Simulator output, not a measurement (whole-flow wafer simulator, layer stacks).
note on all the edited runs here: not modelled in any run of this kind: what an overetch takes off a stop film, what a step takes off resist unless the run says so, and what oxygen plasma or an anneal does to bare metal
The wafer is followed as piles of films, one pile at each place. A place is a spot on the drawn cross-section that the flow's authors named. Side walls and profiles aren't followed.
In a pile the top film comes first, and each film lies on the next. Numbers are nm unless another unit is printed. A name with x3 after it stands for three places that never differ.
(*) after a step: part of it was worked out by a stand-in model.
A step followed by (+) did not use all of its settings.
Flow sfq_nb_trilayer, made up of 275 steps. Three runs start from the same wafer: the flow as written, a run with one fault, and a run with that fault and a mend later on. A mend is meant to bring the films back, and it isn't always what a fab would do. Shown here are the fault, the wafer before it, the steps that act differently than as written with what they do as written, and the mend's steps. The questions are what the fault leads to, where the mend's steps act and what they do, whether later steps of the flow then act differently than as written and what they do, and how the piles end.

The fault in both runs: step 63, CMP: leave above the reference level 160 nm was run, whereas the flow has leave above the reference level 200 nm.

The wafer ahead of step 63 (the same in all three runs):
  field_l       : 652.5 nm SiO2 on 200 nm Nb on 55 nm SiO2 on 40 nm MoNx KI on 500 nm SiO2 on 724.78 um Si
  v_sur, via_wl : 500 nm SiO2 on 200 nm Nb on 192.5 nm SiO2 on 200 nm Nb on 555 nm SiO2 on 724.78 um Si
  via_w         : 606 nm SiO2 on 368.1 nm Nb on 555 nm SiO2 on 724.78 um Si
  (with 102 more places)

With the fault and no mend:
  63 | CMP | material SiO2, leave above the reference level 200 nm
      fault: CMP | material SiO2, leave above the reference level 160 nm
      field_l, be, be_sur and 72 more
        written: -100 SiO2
        fault: -140 SiO2
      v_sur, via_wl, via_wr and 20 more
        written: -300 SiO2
        fault: -340 SiO2
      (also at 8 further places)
  Steps later in the flow that act otherwise than as written (4 more steps, not shown, differ only slightly: by at most 2% or 0.5 nm, whichever is larger):
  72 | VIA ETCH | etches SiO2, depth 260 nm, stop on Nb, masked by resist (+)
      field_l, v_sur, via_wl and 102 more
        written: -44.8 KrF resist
        fault: -41.3 KrF resist
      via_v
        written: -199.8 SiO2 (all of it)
        fault: -159.8 SiO2 (all of it)
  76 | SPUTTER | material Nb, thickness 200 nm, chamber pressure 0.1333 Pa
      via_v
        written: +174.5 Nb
        fault: +182.7 Nb
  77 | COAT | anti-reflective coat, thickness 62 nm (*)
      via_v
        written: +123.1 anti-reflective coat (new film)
        fault: +113.1 anti-reflective coat (new film)
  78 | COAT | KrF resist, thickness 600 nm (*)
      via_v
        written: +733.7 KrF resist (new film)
        fault: +701.7 KrF resist (new film)
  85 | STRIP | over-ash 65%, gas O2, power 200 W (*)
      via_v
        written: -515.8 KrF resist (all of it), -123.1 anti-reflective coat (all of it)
        fault: -483.8 KrF resist (all of it), -113.1 anti-reflective coat (all of it)
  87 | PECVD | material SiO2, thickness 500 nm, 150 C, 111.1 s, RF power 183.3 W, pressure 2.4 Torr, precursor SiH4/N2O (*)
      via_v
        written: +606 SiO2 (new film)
        fault: +533.3 SiO2 (new film)
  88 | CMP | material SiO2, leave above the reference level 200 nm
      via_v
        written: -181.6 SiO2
        fault: -157.1 SiO2
  At v_sur, via_wl, via_w and 74 more, the piles at the end differ from the flow's by more than 2% or 0.5 nm, whichever is larger.
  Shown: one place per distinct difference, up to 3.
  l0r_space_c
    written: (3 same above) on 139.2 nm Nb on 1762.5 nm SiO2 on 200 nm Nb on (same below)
    fault: (3 same above) on 139.2 nm Nb on 1722.5 nm SiO2 on 200 nm Nb on (same below)
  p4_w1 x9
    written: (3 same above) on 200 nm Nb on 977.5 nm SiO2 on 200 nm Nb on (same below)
    fault: (3 same above) on 200 nm Nb on 937.5 nm SiO2 on 200 nm Nb on (same below)
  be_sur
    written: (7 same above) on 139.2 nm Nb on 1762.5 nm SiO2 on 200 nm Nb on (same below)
    fault: (7 same above) on 139.2 nm Nb on 1722.5 nm SiO2 on 200 nm Nb on (same below)

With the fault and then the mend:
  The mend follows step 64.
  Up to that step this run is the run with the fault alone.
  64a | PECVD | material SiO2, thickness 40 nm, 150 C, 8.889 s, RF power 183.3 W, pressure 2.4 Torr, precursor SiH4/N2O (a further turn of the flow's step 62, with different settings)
      field_l, v_sur, via_wl and 103 more
        +40 SiO2
  Every later step of the flow that is run acts as written at every place that is followed.
  The piles end the same as the flow's at every place that both follow.
